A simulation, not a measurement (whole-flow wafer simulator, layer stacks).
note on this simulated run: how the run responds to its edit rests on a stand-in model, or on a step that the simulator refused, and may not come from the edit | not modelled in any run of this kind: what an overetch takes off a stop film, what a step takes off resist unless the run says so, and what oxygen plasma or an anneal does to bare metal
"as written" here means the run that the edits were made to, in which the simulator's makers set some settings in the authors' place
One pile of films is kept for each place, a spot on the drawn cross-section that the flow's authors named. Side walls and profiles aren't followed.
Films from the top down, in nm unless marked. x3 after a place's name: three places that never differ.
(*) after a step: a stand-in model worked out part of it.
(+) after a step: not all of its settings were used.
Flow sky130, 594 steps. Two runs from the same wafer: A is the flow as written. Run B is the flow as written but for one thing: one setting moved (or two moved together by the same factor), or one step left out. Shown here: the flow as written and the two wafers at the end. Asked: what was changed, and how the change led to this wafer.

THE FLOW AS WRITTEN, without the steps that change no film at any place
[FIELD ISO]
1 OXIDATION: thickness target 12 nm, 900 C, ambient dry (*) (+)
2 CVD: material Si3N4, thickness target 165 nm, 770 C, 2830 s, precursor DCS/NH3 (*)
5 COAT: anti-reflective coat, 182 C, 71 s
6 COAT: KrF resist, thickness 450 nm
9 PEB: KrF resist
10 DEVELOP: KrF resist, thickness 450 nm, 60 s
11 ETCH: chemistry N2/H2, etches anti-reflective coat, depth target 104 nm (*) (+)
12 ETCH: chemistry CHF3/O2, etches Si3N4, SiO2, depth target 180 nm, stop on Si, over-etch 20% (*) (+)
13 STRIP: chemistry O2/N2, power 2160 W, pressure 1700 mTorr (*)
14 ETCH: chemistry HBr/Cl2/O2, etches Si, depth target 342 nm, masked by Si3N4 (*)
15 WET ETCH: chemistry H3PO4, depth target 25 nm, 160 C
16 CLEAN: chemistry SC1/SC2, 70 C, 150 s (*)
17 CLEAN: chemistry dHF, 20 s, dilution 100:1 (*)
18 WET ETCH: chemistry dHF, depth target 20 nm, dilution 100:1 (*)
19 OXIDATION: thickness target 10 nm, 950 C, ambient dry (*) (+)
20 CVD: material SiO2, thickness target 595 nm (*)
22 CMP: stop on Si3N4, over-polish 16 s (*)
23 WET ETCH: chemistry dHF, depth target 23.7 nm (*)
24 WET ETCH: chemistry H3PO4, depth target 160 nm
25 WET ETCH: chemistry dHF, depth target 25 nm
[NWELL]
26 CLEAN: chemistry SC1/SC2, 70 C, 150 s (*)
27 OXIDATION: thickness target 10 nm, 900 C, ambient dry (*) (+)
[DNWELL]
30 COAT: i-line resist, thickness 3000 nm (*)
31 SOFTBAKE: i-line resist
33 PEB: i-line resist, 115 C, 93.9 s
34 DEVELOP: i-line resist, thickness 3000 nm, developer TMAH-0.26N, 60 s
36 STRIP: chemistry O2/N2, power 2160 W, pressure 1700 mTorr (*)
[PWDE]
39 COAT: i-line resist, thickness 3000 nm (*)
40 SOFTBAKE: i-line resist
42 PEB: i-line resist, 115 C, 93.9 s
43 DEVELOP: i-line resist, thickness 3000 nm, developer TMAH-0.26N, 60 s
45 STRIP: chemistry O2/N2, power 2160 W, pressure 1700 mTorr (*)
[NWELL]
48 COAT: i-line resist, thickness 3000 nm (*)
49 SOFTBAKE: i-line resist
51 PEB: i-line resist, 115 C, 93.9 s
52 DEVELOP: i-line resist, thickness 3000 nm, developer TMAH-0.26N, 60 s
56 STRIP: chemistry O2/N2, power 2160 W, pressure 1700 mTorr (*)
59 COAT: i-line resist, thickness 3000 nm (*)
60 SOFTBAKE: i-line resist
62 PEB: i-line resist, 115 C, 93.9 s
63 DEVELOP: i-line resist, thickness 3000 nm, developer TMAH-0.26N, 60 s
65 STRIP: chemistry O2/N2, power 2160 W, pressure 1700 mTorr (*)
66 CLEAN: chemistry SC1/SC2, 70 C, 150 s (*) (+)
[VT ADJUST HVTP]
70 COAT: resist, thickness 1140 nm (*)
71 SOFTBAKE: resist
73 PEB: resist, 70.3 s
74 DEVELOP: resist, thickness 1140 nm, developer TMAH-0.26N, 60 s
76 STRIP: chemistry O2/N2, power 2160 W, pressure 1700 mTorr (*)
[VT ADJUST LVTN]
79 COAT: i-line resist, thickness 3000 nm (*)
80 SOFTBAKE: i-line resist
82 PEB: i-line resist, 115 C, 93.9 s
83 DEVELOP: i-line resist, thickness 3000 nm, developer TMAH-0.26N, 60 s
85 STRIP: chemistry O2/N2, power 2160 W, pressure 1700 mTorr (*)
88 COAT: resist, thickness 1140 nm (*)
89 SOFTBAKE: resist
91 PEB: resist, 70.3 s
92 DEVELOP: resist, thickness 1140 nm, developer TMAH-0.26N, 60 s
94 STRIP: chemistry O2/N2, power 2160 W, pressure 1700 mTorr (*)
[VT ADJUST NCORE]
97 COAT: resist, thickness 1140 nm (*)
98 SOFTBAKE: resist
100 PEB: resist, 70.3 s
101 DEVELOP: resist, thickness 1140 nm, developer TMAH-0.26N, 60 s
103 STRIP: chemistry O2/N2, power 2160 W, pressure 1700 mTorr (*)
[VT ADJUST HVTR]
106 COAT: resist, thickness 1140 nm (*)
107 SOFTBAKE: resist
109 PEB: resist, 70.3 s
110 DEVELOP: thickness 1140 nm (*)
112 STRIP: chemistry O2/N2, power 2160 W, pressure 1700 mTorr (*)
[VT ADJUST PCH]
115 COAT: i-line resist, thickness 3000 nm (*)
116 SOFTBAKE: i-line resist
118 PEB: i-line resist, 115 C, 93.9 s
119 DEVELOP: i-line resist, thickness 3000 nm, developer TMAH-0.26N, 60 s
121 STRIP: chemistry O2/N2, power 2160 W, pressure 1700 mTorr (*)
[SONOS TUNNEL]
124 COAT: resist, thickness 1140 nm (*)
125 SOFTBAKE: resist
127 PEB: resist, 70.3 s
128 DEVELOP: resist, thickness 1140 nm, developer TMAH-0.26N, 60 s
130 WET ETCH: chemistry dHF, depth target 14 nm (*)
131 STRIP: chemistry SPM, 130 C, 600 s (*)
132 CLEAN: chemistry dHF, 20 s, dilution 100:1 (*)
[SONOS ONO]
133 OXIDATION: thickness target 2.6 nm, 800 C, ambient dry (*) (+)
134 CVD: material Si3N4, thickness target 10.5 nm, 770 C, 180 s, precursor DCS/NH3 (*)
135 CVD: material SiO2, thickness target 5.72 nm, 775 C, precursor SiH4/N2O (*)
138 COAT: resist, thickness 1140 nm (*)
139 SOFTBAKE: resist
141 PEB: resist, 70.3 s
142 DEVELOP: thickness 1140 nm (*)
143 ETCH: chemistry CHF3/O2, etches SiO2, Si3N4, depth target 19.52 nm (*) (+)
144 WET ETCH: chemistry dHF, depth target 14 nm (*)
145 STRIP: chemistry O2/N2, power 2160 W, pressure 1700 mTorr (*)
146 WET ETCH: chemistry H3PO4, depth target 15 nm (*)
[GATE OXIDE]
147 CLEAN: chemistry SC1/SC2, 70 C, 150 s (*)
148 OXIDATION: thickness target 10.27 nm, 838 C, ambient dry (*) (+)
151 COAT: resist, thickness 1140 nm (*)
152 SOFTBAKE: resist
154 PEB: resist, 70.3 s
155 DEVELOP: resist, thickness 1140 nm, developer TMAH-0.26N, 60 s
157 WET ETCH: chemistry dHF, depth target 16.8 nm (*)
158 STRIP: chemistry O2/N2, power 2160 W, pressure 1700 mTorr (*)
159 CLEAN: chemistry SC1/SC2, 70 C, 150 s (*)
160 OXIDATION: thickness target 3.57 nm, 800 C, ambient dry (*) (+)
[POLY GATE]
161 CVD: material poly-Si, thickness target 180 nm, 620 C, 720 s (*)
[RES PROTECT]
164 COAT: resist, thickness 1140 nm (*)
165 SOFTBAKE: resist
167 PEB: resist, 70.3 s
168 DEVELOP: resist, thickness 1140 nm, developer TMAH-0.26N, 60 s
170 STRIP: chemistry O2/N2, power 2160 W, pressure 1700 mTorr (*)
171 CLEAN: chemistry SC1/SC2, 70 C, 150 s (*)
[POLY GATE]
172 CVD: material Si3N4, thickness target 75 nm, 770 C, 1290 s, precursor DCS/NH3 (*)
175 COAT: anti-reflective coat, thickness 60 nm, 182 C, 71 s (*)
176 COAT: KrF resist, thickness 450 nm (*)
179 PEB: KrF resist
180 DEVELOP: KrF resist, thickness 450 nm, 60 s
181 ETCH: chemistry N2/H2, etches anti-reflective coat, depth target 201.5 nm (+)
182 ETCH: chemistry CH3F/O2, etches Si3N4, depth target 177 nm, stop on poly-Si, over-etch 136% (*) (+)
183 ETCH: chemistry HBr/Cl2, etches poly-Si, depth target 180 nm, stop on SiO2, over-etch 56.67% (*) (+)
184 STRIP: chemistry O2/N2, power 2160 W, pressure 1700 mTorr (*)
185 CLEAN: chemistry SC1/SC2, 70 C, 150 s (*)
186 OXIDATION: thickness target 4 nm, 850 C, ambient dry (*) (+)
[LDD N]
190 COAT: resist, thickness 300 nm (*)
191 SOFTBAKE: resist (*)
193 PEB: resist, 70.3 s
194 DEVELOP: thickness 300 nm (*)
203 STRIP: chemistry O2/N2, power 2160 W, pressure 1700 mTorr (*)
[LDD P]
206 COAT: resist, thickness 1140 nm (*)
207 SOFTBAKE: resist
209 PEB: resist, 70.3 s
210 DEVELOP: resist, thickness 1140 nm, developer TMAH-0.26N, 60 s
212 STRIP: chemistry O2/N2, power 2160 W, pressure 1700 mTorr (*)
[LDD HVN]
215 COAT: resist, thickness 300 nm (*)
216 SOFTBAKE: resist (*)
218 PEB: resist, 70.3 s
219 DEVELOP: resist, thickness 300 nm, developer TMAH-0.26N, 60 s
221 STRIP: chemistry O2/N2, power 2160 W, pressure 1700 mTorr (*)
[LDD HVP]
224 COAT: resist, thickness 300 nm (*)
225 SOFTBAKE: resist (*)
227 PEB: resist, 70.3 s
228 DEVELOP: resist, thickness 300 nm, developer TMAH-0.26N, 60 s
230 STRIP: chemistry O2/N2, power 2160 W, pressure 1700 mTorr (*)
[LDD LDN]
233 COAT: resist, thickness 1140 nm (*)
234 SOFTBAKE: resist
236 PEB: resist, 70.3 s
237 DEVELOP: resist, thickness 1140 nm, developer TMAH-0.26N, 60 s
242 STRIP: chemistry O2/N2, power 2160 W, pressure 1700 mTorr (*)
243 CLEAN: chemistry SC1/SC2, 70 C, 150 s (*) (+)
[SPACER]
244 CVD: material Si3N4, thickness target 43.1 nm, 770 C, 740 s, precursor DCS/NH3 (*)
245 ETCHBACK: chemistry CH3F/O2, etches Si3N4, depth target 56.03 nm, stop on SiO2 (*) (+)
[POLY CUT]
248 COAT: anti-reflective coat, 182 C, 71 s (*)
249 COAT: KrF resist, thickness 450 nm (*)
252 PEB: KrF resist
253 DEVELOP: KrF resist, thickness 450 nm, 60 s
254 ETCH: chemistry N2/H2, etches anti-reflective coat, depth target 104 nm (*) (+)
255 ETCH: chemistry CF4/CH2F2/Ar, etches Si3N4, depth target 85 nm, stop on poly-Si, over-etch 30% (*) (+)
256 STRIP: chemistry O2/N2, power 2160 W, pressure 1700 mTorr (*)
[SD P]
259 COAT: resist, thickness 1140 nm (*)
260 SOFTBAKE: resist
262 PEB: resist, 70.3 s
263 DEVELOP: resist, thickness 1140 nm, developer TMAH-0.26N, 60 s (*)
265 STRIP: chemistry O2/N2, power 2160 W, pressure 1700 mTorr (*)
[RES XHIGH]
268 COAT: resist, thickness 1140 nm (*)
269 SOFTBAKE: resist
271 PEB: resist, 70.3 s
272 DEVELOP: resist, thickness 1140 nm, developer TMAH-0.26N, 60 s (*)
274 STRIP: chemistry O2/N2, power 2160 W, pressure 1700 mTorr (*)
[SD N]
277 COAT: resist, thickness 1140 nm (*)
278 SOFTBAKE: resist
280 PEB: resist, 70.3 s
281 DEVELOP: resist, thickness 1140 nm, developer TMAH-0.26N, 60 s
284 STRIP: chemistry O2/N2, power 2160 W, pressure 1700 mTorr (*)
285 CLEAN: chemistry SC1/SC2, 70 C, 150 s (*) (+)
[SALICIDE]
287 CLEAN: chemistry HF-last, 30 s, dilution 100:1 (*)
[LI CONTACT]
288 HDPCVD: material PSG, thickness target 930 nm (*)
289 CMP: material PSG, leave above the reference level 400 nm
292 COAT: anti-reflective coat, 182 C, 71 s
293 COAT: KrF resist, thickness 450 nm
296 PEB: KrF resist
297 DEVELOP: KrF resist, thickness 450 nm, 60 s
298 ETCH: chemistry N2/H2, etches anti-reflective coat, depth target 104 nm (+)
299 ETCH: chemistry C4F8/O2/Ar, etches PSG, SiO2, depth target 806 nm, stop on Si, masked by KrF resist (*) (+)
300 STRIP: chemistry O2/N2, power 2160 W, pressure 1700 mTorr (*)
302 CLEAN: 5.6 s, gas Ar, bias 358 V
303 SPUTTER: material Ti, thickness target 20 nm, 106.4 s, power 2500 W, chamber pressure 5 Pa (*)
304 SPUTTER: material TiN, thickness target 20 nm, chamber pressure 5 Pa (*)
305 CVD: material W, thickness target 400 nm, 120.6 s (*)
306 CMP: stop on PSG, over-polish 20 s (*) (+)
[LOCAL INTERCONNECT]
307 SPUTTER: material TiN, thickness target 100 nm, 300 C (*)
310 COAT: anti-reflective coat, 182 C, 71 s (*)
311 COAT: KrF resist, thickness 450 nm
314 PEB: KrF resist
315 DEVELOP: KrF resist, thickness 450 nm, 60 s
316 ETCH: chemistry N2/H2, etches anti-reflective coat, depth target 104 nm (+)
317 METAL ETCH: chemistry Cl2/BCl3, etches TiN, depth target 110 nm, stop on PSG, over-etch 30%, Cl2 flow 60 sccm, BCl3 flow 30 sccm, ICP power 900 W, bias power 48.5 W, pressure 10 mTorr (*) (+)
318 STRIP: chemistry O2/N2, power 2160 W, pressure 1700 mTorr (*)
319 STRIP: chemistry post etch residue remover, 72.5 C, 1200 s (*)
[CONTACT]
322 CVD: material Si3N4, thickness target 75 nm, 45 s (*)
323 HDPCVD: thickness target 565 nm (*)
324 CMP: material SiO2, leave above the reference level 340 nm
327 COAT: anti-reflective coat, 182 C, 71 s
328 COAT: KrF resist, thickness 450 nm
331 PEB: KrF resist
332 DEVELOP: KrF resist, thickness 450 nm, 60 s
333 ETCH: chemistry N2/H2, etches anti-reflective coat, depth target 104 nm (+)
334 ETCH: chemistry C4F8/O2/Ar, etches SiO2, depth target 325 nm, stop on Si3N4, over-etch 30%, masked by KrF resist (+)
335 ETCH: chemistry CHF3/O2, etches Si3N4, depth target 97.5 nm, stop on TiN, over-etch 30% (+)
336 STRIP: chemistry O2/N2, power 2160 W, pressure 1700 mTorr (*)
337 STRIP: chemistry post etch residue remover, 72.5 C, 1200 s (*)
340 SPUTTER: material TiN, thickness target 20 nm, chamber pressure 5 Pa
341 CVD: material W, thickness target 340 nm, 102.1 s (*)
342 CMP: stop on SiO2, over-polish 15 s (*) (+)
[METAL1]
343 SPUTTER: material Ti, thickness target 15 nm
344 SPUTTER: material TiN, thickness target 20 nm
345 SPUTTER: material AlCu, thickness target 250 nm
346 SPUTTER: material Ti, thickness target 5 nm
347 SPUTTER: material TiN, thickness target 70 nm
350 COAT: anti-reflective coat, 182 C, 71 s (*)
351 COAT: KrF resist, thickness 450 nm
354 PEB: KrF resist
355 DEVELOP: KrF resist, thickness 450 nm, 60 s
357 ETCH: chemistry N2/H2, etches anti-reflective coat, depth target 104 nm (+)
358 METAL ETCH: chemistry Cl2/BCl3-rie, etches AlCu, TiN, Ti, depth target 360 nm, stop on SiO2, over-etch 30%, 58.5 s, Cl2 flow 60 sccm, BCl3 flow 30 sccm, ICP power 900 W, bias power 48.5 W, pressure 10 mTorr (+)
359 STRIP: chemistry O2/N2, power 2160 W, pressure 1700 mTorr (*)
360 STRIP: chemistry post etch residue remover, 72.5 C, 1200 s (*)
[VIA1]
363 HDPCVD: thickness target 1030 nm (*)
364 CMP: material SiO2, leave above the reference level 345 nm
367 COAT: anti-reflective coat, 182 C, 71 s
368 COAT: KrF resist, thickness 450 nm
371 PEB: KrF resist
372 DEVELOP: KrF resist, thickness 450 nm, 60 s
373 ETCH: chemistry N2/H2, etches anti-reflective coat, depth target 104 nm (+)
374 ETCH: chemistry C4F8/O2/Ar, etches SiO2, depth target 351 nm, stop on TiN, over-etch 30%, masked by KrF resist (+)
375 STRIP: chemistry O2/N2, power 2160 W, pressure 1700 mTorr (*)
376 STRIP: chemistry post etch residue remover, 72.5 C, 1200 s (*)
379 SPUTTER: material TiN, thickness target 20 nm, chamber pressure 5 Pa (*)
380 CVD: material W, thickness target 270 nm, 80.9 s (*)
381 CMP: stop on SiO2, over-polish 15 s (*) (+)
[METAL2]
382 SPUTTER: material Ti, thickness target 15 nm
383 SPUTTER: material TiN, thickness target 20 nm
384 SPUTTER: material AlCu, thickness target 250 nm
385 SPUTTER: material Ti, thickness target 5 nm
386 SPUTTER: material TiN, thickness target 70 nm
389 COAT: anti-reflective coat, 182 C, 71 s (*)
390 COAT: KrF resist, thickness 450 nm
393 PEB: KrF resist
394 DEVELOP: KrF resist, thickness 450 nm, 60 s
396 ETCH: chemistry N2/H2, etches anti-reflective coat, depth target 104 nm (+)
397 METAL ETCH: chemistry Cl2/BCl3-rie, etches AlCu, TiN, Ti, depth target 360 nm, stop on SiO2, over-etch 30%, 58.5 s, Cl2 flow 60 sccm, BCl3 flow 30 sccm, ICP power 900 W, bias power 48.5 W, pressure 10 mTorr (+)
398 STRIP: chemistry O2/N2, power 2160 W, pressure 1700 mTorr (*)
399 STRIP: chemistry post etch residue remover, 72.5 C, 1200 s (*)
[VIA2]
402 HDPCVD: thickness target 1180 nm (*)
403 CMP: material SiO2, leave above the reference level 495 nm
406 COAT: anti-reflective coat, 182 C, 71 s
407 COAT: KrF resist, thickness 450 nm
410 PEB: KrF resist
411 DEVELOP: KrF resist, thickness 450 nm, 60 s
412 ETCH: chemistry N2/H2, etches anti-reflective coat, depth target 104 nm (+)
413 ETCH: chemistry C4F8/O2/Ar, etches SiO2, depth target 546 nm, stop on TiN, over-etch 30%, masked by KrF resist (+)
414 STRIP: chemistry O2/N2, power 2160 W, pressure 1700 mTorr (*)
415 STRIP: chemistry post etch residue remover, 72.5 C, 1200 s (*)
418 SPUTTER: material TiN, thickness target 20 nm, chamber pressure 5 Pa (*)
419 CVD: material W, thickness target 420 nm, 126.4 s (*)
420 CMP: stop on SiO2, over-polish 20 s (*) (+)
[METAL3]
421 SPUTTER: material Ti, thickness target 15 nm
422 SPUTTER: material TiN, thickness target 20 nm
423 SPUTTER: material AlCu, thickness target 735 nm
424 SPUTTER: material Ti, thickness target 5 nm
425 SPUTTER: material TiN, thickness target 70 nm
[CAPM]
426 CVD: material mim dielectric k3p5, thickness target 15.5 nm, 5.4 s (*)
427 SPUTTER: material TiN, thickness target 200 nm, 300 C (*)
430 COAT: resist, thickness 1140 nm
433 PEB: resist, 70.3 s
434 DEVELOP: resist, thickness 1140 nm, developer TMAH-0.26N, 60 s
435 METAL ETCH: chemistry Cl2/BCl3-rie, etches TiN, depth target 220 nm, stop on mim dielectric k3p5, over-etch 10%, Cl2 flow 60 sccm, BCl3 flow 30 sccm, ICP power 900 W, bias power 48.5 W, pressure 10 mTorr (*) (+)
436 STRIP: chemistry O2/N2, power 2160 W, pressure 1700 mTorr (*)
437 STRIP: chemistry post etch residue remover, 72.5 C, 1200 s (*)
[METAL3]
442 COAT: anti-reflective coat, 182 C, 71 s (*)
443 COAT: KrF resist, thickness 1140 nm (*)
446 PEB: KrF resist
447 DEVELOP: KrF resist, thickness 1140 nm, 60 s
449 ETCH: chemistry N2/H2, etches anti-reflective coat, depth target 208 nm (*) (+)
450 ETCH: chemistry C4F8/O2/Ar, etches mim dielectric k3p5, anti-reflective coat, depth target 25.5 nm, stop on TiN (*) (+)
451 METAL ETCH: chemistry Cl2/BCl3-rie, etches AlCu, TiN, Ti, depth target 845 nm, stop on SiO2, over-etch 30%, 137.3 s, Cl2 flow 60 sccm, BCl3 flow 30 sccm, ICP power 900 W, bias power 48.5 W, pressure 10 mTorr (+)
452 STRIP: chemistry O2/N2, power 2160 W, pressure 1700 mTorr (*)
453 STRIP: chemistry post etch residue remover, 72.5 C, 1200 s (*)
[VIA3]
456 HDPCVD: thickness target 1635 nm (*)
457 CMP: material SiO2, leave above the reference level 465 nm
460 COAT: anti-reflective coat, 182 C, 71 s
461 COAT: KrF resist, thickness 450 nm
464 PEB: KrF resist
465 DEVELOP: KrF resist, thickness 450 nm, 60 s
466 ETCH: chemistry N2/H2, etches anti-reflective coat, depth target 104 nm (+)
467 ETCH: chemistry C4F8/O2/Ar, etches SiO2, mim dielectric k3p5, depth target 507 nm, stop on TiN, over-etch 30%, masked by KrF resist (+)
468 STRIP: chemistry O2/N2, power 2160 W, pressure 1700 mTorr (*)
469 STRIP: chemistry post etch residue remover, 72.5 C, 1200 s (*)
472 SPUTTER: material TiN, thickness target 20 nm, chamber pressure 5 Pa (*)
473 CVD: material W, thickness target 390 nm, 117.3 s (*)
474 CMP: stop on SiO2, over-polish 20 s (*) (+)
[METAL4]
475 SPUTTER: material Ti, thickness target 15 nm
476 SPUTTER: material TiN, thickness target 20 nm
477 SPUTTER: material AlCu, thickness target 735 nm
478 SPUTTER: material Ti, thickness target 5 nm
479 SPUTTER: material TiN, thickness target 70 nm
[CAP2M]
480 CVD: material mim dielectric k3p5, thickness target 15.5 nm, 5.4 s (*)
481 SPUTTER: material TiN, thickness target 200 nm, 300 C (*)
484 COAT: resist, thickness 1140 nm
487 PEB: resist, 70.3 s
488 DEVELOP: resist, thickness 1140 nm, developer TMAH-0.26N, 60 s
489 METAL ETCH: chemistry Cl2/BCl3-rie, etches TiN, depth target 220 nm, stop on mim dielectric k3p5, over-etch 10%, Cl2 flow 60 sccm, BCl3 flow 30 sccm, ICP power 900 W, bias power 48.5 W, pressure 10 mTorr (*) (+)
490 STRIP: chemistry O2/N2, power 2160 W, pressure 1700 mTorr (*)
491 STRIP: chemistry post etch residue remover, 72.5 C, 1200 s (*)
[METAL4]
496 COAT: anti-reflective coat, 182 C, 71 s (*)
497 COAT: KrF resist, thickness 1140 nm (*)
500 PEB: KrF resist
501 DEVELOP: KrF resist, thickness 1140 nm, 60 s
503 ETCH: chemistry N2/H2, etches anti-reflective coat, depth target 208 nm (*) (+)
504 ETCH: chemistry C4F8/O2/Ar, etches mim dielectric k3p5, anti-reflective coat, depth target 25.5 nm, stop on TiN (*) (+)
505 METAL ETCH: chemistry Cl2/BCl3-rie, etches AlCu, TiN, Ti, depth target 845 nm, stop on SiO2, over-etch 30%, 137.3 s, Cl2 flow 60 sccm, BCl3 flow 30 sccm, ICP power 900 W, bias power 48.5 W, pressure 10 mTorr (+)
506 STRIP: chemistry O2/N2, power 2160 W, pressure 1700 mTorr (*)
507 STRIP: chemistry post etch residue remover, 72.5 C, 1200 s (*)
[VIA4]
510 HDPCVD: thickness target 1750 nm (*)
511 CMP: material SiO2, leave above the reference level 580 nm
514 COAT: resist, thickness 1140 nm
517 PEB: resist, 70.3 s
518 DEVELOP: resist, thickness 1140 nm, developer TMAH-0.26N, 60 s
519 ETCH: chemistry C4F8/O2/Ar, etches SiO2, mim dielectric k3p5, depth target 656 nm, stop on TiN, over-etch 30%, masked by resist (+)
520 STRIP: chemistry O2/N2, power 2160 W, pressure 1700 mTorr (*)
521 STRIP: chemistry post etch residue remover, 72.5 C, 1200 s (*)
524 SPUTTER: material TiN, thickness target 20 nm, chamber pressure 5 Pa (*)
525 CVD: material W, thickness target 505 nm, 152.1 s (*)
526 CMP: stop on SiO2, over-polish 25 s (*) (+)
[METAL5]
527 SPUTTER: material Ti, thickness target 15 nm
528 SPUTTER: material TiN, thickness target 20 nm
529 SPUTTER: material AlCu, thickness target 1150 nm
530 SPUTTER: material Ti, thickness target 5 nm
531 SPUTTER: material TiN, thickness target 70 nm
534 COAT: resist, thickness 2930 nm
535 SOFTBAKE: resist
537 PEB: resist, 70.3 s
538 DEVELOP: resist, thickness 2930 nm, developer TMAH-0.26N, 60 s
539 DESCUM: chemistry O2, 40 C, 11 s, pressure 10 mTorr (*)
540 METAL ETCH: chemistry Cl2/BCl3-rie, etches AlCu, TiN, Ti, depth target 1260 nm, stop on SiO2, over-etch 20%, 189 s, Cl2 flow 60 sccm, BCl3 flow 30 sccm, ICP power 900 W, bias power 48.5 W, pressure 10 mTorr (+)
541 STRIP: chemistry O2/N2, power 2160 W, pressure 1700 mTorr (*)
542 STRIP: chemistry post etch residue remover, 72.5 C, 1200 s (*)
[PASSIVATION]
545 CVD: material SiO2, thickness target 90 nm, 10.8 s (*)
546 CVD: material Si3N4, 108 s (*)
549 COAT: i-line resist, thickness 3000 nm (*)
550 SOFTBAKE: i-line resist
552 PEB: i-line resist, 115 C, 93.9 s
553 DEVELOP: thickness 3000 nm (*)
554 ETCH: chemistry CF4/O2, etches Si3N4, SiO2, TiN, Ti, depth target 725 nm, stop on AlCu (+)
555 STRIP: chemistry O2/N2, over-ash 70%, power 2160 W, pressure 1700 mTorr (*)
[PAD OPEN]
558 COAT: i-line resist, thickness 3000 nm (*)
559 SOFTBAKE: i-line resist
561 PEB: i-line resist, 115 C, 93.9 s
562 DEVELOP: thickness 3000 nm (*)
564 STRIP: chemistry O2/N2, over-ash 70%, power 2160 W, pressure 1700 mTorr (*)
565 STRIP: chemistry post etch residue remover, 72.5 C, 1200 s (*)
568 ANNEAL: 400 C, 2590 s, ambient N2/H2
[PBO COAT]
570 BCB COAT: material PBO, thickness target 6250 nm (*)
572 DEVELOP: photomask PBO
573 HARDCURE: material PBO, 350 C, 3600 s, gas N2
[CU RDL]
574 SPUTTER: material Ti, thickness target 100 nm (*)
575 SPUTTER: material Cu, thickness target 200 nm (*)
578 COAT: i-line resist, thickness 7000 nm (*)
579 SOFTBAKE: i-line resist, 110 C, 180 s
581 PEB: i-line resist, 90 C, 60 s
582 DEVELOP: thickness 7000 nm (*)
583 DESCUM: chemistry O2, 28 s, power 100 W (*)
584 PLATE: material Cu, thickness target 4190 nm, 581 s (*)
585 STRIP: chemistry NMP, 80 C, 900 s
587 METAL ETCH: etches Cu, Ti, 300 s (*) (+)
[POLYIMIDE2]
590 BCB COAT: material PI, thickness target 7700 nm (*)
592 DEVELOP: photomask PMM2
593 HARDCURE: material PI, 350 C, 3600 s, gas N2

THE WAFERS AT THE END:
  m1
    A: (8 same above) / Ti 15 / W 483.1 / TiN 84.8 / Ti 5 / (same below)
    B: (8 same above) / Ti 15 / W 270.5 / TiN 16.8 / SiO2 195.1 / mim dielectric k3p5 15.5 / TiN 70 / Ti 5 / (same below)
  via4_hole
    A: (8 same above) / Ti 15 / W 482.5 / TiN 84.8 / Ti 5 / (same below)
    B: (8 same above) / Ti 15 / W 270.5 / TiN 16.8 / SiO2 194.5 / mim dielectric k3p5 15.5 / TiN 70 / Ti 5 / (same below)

The cause: step 519, ETCH: depth target 295 nm was run, where the flow has depth target 656 nm.

How the change led to this, step by step:
  519 ETCH: chemistry C4F8/O2/Ar, etches SiO2, mim dielectric k3p5, depth target 656 nm, stop on TiN, over-etch 30%, masked by resist (+)
      m1: A SiO2 -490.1 (all of it), mim dielectric k3p5 -15.5 (all of it) | B SiO2 -295
      via4_hole: A SiO2 -489.5 (all of it), mim dielectric k3p5 -15.5 (all of it) | B SiO2 -295
      (and at 191 more places)
  520 STRIP: chemistry O2/N2, power 2160 W, pressure 1700 mTorr (*)
      field, active, n_well and 188 more: A resist -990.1 (all of it) | B resist -1062.3 (all of it)
  524 SPUTTER: material TiN, thickness target 20 nm, chamber pressure 5 Pa (*)
      m1, via4_hole: A TiN +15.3 | B TiN +16.8 (new film)
  525 CVD: material W, thickness target 505 nm, 152.1 s (*)
      m1: A W +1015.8 (new film) | B W +606.4 (new film)
      via4_hole: A W +1015.2 (new film) | B W +608.1 (new film)
  526 CMP: stop on SiO2, over-polish 25 s (*) (+)
      m1: A W -532.7 | B W -335.9
      via4_hole: A W -532.7 | B W -337.7
Counting metal films that touch as one body, m1 has 3 bodies (between them, from the top down: SiO2 195.1 / mim dielectric k3p5 15.5; SiO2 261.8 / Si3N4 75); the flow as written gives 2 bodies (between them, from the top down: SiO2 261.8 / Si3N4 75).
Counting metal films that touch as one body, via4_hole has 2 bodies (between them, from the top down: SiO2 194.5 / mim dielectric k3p5 15.5); the flow as written gives 1 body.
